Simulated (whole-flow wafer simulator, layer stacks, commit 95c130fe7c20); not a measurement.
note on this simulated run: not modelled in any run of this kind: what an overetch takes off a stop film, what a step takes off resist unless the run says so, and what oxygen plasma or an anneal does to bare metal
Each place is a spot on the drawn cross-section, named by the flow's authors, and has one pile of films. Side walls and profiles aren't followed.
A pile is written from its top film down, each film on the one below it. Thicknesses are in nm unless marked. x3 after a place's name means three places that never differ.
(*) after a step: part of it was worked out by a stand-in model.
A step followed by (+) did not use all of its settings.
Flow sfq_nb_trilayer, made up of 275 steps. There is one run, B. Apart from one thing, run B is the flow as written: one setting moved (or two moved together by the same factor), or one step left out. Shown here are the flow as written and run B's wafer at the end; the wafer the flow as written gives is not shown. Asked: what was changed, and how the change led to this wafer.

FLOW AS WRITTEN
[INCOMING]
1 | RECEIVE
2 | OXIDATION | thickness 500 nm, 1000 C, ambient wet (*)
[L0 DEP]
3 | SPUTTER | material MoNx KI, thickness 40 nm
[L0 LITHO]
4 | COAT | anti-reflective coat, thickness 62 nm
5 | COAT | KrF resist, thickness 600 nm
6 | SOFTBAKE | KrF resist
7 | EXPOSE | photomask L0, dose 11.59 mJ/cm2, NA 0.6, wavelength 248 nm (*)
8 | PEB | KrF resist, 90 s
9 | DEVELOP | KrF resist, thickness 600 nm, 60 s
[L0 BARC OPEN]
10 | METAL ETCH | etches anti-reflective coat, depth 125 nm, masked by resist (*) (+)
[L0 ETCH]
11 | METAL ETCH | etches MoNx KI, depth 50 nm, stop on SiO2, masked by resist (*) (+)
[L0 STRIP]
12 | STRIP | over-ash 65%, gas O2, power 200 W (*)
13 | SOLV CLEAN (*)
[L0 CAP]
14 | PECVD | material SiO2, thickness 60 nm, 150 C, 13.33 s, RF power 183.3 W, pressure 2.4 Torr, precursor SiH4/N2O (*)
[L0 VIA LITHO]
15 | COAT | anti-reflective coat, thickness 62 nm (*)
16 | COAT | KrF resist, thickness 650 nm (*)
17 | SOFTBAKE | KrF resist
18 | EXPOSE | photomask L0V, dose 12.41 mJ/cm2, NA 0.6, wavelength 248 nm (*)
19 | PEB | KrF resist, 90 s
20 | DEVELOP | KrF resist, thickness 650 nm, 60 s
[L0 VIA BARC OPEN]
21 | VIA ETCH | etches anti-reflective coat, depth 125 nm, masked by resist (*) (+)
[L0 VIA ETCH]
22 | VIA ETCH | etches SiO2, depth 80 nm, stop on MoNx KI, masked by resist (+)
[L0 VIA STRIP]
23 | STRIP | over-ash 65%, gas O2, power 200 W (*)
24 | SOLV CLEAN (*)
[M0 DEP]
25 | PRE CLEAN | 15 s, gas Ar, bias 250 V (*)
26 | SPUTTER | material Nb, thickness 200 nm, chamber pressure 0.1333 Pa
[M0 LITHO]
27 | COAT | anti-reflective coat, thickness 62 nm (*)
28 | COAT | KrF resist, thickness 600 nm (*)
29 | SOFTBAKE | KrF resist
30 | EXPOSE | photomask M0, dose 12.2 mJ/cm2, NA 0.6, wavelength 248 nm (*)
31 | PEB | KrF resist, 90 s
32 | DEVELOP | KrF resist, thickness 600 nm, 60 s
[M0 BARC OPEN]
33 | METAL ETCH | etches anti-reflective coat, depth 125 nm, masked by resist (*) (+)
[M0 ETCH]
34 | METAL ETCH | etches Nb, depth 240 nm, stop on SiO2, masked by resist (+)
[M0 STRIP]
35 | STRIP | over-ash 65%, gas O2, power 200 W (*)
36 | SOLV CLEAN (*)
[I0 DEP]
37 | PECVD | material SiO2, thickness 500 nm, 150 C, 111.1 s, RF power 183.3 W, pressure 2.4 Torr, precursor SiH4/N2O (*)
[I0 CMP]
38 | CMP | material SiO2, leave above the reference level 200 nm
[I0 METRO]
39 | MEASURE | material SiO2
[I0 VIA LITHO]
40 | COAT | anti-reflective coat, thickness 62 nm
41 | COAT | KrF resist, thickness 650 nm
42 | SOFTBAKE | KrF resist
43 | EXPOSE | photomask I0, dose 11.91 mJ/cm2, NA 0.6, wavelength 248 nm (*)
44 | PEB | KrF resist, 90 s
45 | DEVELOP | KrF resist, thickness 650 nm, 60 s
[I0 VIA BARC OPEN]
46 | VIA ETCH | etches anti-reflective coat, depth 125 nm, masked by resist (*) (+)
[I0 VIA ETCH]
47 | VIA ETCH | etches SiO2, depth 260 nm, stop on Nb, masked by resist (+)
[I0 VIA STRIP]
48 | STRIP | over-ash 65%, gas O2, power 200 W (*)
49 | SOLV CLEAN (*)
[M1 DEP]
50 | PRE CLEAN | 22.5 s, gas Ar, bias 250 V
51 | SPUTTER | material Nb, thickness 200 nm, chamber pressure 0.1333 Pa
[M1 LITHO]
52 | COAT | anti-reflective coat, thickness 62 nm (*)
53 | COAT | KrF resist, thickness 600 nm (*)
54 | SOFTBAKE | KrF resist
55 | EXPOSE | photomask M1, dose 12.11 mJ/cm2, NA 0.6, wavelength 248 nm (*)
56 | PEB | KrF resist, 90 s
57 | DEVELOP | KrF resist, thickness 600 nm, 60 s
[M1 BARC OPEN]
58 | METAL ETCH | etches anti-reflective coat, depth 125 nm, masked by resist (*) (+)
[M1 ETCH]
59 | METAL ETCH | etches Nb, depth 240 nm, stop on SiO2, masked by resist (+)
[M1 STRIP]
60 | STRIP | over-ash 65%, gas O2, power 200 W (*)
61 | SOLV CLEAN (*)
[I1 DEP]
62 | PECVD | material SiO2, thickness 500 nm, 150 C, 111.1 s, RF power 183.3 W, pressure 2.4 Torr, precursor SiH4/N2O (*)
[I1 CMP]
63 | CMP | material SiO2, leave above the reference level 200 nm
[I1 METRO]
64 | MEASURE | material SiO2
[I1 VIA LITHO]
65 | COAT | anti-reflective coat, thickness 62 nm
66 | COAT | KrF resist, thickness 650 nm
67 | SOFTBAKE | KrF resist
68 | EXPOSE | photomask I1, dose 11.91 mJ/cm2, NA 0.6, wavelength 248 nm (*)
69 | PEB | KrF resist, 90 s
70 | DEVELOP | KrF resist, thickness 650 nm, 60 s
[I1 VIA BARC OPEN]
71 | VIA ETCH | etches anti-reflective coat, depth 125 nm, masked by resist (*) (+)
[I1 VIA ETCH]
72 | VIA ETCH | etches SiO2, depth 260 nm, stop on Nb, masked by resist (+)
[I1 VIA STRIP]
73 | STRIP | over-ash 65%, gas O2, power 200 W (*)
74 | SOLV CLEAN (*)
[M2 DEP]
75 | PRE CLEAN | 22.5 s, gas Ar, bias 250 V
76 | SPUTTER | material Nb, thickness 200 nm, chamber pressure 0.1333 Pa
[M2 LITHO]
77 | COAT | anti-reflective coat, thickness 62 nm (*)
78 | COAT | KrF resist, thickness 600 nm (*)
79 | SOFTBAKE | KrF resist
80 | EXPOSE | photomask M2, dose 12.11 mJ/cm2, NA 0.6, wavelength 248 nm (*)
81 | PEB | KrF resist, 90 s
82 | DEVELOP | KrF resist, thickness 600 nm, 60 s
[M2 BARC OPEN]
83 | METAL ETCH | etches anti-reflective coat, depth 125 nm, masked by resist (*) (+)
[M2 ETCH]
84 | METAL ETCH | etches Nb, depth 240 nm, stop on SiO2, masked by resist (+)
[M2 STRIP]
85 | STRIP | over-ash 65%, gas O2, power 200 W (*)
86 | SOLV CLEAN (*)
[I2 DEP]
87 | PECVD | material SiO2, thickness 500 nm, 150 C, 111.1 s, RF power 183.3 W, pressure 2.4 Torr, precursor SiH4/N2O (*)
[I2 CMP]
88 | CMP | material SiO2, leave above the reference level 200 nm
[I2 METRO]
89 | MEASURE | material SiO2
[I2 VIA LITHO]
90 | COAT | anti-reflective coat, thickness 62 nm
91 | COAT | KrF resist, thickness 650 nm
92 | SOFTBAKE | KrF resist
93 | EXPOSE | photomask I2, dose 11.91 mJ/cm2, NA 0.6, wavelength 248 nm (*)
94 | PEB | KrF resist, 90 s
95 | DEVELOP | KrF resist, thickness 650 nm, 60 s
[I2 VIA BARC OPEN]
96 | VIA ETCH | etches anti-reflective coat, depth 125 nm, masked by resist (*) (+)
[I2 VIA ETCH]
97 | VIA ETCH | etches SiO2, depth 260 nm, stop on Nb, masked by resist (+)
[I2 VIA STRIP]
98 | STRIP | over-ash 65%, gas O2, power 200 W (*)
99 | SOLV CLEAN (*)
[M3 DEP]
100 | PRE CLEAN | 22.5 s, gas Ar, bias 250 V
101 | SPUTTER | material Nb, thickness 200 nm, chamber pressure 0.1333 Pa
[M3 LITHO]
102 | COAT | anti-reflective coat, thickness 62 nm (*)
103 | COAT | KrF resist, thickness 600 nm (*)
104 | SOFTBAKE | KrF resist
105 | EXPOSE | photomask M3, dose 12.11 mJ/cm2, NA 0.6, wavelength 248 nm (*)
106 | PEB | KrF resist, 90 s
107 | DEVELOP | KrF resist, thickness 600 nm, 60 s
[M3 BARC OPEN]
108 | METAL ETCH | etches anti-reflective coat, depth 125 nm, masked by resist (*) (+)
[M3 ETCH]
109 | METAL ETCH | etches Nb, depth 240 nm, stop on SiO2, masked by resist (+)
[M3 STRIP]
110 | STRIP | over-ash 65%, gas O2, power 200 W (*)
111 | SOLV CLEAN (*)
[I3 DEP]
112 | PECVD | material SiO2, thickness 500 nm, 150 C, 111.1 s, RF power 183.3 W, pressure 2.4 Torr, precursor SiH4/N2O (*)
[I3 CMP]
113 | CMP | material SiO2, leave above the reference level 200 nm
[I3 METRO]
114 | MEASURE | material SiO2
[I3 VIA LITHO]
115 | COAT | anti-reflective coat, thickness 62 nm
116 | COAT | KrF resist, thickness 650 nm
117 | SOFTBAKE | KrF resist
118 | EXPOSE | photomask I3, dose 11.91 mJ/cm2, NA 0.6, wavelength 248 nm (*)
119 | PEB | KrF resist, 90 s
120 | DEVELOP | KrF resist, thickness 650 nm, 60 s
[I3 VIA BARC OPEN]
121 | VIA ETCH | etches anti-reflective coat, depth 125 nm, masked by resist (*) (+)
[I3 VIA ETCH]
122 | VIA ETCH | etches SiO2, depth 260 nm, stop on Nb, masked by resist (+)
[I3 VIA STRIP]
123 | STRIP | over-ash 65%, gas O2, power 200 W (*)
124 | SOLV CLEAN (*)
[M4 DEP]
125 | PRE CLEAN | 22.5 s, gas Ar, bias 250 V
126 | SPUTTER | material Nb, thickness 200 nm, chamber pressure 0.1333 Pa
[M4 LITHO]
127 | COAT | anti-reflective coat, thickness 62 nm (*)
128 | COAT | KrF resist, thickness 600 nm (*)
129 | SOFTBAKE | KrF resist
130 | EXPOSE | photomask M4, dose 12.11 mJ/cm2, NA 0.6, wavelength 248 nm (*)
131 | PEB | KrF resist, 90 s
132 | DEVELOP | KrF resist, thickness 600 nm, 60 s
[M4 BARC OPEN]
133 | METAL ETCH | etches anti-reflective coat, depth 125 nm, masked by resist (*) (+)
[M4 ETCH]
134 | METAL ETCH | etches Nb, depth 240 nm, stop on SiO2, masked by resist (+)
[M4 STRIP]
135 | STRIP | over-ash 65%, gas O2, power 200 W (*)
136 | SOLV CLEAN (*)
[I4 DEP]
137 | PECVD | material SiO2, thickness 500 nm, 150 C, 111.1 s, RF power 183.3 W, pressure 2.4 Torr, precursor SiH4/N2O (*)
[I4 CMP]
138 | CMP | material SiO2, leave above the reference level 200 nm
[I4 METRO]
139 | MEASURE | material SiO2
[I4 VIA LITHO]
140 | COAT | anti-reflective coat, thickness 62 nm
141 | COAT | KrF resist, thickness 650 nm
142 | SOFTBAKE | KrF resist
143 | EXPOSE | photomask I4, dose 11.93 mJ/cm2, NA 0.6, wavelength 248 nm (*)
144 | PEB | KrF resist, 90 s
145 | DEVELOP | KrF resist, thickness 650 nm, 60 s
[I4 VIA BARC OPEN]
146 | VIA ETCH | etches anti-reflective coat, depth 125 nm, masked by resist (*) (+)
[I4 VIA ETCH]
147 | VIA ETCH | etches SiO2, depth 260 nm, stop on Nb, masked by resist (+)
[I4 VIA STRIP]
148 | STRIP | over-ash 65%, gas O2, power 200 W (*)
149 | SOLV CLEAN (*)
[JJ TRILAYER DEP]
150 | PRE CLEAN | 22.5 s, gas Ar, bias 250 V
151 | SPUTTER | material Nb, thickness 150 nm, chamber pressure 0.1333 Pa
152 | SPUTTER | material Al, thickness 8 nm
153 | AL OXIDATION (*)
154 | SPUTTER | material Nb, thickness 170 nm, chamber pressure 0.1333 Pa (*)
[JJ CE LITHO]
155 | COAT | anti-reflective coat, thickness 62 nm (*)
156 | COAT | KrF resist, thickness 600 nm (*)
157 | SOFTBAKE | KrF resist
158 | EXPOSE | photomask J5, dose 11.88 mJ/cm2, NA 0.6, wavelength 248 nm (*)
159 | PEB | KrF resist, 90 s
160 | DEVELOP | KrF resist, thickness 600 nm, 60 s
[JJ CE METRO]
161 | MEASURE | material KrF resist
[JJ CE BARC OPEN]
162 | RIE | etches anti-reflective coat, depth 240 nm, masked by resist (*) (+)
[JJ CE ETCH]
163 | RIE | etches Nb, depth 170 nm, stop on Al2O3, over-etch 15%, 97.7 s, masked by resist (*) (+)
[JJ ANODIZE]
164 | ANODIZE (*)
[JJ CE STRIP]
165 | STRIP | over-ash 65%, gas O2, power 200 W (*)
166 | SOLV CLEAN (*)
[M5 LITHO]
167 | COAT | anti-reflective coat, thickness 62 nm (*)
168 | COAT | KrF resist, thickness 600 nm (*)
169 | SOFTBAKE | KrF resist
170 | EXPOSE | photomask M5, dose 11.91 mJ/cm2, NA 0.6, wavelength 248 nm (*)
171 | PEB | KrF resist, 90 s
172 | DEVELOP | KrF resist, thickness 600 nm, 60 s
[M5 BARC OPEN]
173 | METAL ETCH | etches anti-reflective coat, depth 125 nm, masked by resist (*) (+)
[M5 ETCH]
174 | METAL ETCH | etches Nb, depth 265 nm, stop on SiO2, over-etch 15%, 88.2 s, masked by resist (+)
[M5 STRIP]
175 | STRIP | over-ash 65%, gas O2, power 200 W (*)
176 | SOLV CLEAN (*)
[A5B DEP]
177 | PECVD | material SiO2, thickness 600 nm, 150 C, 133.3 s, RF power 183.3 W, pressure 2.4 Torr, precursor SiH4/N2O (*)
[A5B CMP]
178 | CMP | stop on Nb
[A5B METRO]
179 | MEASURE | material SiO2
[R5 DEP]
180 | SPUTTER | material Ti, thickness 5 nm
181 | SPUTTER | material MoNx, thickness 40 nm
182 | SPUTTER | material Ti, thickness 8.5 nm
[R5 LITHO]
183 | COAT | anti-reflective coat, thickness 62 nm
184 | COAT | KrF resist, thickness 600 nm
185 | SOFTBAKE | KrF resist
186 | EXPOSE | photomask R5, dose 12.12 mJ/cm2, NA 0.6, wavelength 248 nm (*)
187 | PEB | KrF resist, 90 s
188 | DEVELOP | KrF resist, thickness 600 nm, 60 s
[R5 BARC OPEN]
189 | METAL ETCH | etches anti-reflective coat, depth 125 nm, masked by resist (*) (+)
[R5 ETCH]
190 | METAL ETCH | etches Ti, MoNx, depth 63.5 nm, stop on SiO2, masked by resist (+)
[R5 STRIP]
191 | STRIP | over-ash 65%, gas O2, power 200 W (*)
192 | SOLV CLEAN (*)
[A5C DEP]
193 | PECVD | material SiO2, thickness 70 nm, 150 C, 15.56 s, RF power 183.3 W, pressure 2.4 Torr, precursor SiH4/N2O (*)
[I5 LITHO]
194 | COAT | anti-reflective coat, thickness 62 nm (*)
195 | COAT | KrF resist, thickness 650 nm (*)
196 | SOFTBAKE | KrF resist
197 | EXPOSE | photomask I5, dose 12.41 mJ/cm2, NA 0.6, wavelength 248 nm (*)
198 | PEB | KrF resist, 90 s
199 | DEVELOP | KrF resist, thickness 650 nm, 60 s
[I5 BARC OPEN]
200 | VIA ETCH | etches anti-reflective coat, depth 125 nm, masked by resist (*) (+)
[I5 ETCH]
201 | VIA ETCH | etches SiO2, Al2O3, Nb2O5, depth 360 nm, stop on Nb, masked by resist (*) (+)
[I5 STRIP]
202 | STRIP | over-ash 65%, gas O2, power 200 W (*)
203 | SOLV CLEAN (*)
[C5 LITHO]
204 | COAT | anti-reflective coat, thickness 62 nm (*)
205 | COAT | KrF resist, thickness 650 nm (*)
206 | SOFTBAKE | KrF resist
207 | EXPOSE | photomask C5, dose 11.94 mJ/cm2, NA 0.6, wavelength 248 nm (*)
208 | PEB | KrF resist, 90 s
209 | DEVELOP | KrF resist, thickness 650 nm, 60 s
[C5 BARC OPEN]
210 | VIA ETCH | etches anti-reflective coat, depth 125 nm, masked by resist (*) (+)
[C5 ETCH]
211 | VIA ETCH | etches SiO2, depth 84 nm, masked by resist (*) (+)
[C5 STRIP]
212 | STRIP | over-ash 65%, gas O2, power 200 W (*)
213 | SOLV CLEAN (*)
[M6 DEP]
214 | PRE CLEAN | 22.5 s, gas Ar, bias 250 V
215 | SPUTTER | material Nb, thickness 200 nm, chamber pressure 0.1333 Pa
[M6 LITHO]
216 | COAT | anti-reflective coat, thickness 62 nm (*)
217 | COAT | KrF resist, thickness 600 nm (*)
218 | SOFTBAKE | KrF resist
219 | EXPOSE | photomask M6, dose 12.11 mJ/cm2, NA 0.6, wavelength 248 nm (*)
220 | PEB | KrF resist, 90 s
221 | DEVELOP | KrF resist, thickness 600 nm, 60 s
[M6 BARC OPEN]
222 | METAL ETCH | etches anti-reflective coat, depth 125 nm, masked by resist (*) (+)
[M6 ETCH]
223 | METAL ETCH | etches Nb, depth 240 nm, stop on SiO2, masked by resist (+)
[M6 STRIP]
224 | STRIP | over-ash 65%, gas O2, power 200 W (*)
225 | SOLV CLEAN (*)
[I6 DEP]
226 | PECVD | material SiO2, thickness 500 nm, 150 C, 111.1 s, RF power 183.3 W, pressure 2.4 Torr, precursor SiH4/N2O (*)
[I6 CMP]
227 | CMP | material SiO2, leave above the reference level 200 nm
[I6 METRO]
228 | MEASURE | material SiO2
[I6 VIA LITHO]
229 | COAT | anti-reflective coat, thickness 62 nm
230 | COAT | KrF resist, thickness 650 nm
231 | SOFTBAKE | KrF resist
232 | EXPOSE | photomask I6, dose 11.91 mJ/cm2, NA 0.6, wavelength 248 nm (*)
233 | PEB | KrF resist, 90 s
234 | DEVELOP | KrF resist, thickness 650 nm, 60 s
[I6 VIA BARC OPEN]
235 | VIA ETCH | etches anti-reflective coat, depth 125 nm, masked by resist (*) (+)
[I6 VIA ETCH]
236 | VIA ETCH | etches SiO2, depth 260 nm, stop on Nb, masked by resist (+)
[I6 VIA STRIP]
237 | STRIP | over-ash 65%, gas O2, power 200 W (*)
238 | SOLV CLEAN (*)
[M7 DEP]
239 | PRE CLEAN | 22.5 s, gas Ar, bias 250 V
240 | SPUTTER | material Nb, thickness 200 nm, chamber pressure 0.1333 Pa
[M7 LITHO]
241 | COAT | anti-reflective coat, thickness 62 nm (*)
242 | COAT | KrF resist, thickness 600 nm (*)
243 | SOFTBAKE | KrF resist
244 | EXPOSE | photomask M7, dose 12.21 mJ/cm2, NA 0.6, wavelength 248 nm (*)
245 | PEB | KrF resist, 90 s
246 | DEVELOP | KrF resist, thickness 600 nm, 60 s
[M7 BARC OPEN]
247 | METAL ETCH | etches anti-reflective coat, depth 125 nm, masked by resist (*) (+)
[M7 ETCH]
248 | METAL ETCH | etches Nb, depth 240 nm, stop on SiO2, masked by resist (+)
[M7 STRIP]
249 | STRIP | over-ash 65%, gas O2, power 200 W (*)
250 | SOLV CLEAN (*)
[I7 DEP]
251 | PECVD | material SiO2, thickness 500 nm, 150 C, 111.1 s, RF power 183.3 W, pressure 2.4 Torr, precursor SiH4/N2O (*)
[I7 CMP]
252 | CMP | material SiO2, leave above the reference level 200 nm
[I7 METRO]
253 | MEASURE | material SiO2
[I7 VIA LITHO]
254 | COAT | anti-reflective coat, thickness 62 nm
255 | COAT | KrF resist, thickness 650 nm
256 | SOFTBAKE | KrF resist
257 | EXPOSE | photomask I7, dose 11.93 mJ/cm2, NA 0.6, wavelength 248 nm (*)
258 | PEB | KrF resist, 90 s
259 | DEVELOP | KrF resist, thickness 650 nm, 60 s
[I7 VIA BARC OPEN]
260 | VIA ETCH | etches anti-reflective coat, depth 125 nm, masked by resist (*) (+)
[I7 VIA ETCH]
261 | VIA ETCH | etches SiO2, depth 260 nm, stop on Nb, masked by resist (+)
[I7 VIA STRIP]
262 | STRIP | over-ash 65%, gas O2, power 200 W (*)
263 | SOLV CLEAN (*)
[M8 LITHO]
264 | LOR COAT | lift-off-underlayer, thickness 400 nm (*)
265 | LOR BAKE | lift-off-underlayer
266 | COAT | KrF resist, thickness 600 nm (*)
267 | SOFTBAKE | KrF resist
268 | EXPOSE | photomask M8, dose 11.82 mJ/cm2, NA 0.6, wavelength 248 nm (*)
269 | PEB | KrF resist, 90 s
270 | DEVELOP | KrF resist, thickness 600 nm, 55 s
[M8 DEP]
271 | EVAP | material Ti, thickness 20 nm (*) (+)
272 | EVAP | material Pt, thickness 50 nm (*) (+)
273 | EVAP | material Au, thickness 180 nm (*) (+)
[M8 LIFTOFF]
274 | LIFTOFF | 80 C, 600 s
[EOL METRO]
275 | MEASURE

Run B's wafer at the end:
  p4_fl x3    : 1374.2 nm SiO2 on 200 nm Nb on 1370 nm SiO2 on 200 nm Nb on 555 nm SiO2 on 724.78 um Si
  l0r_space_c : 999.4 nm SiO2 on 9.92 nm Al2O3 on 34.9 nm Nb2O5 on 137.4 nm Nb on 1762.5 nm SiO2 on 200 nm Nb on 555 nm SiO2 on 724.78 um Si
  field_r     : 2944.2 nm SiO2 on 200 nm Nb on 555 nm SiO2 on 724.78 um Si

Cause: step 152, SPUTTER: thickness 6.32 nm was run, though the flow has thickness 8 nm.

How this came from the change, step by step:
  152 | SPUTTER | material Al, thickness 8 nm
      field_l, v_sur, via_sp and 100 more: +6.32 Al (new film) (in the flow as written it would be: +8 Al (new film))
      via_wl, via_wr: +4.06 Al (new film) (in the flow as written it would be: +5.14 Al (new film))
      (also at 1 further place)
  164 | ANODIZE (*)
      field_l, v_sur, via_sp and 96 more: +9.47 Al2O3, +34.9 Nb2O5 (new film), -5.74 Al (all of it), -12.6 Nb (in the flow as written it would be: +12.2 Al2O3, +29.9 Nb2O5 (new film), -7.42 Al (all of it), -10.8 Nb)
      via_wl, via_wr: +5.74 Al2O3 (new film), +42.4 Nb2O5 (new film), -3.48 Al (all of it), -15.2 Nb (in the flow as written it would be: +7.52 Al2O3 (new film), +39.2 Nb2O5 (new film), -4.56 Al (all of it), -14.1 Nb)
      (also at 1 further place)
  167 | COAT | anti-reflective coat, thickness 62 nm (*)
      ce_l: +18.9 anti-reflective coat (new film) (in the flow as written it would be: +19.6 anti-reflective coat (new film))
      ce_r: +18.9 anti-reflective coat (new film) (in the flow as written it would be: +19.7 anti-reflective coat (new film))
  174 | METAL ETCH | etches Nb, depth 265 nm, stop on SiO2, over-etch 15%, 88.2 s, masked by resist (+)
      r_sur, res, r_end and 48 more: -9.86 Al2O3 (all of it), -34.9 Nb2O5 (all of it), -137.4 Nb (all of it), -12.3 SiO2 (in the flow as written it would be: -12.6 Al2O3 (all of it), -29.9 Nb2O5 (all of it), -139.2 Nb (all of it), -12.3 SiO2)
      field_l, wl_a_sl: -9.85 Al2O3 (all of it), -34.9 Nb2O5 (all of it), -137.4 Nb (all of it), -12.3 SiO2 (in the flow as written it would be: -12.6 Al2O3 (all of it), -29.9 Nb2O5 (all of it), -139.2 Nb (all of it), -12.3 SiO2)
  175 | STRIP | over-ash 65%, gas O2, power 200 W (*)
      ce_l: -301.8 KrF resist (all of it), -18.9 anti-reflective coat (all of it) (in the flow as written it would be: -299.6 KrF resist (all of it), -19.6 anti-reflective coat (all of it))
      ce_r: -302.1 KrF resist (all of it), -18.9 anti-reflective coat (all of it) (in the flow as written it would be: -299.9 KrF resist (all of it), -19.7 anti-reflective coat (all of it))
  201 | VIA ETCH | etches SiO2, Al2O3, Nb2O5, depth 360 nm, stop on Nb, masked by resist (*) (+)
      be: -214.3 SiO2 (all of it), -9.92 Al2O3 (all of it), -34.9 Nb2O5 (all of it) (in the flow as written it would be: -216.4 SiO2 (all of it), -12.7 Al2O3 (all of it), -29.9 Nb2O5 (all of it))
